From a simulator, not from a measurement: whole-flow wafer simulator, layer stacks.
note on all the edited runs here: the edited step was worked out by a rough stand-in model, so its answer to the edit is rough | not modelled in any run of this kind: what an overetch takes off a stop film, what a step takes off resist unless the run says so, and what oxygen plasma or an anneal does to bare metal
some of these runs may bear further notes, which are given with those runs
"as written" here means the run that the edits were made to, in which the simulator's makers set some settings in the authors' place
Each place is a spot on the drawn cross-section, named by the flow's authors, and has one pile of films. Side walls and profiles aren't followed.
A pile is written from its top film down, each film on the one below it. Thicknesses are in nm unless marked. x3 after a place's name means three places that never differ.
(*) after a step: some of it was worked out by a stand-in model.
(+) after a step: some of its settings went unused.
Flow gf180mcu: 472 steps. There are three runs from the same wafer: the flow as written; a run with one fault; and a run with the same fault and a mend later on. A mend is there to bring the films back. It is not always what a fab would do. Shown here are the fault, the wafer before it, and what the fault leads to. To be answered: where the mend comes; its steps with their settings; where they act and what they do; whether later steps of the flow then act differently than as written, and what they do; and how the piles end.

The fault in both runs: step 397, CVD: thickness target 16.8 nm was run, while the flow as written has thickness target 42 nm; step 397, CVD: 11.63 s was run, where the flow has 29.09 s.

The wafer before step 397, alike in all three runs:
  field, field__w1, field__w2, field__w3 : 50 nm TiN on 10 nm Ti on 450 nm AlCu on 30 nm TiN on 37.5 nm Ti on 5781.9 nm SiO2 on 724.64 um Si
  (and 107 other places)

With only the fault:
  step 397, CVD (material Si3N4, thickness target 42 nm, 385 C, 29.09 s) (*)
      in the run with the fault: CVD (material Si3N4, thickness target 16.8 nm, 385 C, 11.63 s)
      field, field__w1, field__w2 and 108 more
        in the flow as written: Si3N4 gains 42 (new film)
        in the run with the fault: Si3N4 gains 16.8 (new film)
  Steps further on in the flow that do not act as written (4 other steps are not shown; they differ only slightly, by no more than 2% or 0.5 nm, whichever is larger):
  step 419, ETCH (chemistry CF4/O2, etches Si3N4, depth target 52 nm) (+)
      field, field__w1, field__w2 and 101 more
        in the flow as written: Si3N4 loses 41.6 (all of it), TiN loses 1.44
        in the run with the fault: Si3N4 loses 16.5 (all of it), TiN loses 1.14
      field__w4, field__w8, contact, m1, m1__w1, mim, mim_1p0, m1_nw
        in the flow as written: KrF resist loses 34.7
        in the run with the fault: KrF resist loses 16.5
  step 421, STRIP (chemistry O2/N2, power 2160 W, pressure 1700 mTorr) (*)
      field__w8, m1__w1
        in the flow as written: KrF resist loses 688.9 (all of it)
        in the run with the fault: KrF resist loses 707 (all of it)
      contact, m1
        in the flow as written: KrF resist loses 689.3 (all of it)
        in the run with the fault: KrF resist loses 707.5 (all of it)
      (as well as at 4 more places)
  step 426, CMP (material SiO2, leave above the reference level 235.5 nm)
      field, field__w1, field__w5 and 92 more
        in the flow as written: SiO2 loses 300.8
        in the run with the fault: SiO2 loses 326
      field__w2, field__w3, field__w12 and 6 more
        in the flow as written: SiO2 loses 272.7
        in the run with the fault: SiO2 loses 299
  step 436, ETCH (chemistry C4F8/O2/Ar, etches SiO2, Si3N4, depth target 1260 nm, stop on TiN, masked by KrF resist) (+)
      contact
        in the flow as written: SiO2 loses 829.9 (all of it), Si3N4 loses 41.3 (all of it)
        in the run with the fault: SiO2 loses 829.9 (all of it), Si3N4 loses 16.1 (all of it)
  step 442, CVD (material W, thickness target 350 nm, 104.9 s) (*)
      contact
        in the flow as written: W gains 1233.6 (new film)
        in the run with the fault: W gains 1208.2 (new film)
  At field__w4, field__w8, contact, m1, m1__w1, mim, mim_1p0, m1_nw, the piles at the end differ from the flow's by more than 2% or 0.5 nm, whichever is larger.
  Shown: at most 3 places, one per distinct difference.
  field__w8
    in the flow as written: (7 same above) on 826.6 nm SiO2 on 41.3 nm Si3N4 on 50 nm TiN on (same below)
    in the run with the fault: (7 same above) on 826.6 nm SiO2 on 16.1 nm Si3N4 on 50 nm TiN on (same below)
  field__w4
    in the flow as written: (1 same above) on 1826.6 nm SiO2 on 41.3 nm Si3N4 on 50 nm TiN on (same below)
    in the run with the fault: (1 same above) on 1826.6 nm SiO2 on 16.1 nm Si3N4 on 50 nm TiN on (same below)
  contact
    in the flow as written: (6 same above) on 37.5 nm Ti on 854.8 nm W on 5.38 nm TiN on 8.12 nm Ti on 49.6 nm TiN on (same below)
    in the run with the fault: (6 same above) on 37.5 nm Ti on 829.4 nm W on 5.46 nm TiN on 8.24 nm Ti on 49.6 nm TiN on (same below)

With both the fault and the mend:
  The mend stands after step 397.
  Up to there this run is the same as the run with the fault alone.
  step 397a, CVD (material Si3N4, thickness target 25.2 nm, 385 C, 17.45 s) (the flow's step 397, run once more with other settings)
      field, field__w1, field__w2 and 108 more
        Si3N4 gains 25.2
  None of the later steps of the flow differs from how it acts as written, at any place that is followed, by more than 2% or 0.5 nm, whichever is larger.
  When the end is reached, the piles differ only a little from the flow's at the places that both follow, at most by 2% or 0.5 nm, whichever is larger.
